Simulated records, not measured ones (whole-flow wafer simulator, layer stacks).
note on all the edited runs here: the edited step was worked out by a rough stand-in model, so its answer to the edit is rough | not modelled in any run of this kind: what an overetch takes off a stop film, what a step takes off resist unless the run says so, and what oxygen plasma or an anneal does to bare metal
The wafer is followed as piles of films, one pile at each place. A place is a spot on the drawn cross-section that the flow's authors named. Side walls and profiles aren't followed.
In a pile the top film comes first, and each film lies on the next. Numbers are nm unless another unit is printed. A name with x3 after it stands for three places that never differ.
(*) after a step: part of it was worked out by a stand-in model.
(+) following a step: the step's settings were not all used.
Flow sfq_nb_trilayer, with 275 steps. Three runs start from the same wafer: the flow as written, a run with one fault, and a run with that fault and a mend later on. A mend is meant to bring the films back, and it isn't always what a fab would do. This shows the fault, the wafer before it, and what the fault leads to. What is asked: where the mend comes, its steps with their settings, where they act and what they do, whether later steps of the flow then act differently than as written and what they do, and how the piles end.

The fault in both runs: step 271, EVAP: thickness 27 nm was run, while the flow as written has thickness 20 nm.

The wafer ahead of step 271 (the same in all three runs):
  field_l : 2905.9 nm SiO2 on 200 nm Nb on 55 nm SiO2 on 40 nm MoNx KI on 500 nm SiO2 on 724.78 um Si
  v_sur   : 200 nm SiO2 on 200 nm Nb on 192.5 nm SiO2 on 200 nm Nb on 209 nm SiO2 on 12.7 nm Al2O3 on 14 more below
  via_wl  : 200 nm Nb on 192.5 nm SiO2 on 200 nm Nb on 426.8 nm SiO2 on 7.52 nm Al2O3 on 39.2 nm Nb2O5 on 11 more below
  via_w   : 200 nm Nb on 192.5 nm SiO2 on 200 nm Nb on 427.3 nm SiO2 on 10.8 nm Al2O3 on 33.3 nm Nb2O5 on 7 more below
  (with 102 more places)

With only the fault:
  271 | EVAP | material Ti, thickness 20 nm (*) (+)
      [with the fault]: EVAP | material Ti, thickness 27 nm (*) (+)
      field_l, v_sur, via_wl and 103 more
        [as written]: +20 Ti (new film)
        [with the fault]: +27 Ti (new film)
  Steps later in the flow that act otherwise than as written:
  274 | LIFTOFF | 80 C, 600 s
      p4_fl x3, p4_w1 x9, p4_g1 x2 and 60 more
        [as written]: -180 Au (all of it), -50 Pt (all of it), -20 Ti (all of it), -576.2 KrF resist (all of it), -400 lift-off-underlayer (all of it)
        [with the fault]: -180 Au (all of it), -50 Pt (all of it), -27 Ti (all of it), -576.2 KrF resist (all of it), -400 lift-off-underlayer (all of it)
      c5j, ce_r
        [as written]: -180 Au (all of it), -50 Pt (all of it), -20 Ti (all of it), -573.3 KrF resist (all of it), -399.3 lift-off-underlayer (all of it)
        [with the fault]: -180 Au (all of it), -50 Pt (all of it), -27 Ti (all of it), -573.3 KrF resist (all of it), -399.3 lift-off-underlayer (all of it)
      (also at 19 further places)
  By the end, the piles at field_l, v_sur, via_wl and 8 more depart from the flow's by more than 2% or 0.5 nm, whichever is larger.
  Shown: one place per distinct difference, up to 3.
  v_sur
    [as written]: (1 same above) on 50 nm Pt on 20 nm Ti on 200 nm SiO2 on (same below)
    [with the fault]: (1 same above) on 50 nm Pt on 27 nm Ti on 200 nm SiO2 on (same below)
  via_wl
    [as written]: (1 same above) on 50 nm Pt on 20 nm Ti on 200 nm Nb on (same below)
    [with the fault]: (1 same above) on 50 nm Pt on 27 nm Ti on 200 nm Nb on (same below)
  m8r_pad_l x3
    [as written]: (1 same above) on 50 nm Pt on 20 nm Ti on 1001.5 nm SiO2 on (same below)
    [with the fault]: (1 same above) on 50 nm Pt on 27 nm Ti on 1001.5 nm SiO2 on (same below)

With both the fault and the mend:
  After step 271 comes the mend.
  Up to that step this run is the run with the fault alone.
  271a | METAL ETCH | etches Ti, MoNx, depth 7 nm (the flow's step 190 again, with other settings)
      field_l, v_sur, via_wl and 103 more
        -7 Ti
  Later steps of the flow that are run all act as written at every place that is followed.
  At every place that both follow, the piles at the end match the flow's.
